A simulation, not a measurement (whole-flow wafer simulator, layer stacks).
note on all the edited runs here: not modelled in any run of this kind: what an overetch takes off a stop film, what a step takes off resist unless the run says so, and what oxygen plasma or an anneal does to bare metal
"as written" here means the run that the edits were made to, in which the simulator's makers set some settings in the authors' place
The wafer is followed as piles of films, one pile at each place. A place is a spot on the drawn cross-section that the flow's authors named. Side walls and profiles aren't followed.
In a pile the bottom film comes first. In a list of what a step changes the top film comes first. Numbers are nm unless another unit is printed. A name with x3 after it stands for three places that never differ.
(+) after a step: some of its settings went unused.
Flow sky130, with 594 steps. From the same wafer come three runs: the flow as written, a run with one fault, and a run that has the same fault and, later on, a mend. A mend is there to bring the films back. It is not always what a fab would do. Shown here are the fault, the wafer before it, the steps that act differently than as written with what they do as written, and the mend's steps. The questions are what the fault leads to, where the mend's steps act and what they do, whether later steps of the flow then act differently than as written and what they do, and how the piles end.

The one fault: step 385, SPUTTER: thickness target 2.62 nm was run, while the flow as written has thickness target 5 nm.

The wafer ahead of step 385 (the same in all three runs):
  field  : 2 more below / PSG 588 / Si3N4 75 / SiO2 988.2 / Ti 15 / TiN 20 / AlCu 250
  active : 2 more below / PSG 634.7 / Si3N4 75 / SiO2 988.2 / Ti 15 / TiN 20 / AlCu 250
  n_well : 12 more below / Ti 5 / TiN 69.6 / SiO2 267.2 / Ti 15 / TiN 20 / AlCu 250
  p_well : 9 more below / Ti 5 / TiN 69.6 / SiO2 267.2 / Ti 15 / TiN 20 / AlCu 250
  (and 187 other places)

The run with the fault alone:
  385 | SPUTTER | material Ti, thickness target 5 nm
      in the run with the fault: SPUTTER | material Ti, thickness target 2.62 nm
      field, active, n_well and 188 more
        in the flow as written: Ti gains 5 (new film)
        in the run with the fault: Ti gains 2.62 (new film)
  Later steps of the flow acting differently than as written (not shown: 17 more steps that differ only slightly, by at most 2% or 0.5 nm, whichever is larger):
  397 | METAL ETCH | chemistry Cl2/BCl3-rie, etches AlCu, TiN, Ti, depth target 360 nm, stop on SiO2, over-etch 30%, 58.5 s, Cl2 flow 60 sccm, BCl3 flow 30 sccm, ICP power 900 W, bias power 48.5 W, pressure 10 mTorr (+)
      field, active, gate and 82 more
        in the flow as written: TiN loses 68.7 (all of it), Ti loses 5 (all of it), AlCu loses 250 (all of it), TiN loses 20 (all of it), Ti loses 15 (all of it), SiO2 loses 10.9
        in the run with the fault: TiN loses 68.7 (all of it), Ti loses 2.62 (all of it), AlCu loses 250 (all of it), TiN loses 20 (all of it), Ti loses 15 (all of it), SiO2 loses 11.2
  By the end, the piles at n_well, p_well, gate_hv and 103 more depart from the flow's by more than 2% or 0.5 nm, whichever is larger.
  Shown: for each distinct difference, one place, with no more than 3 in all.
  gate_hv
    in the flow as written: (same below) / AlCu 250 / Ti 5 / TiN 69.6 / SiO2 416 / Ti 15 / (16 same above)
    in the run with the fault: (same below) / AlCu 250 / Ti 2.62 / TiN 69.6 / SiO2 418.4 / Ti 15 / (16 same above)
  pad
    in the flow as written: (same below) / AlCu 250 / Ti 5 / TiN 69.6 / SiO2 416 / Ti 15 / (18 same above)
    in the run with the fault: (same below) / AlCu 250 / Ti 2.62 / TiN 69.6 / SiO2 418.4 / Ti 15 / (18 same above)
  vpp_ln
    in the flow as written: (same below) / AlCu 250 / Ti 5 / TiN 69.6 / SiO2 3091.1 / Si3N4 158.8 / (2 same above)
    in the run with the fault: (same below) / AlCu 250 / Ti 2.62 / TiN 69.6 / SiO2 3093.5 / Si3N4 158.8 / (2 same above)

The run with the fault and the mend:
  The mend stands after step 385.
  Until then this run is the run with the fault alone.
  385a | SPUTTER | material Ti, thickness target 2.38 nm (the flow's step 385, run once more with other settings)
      field, active, n_well and 188 more
        Ti gains 2.38
  None of the later steps of the flow acts differently than as written at any place that is followed.
  At every place that both follow, the piles at the end match the flow's.
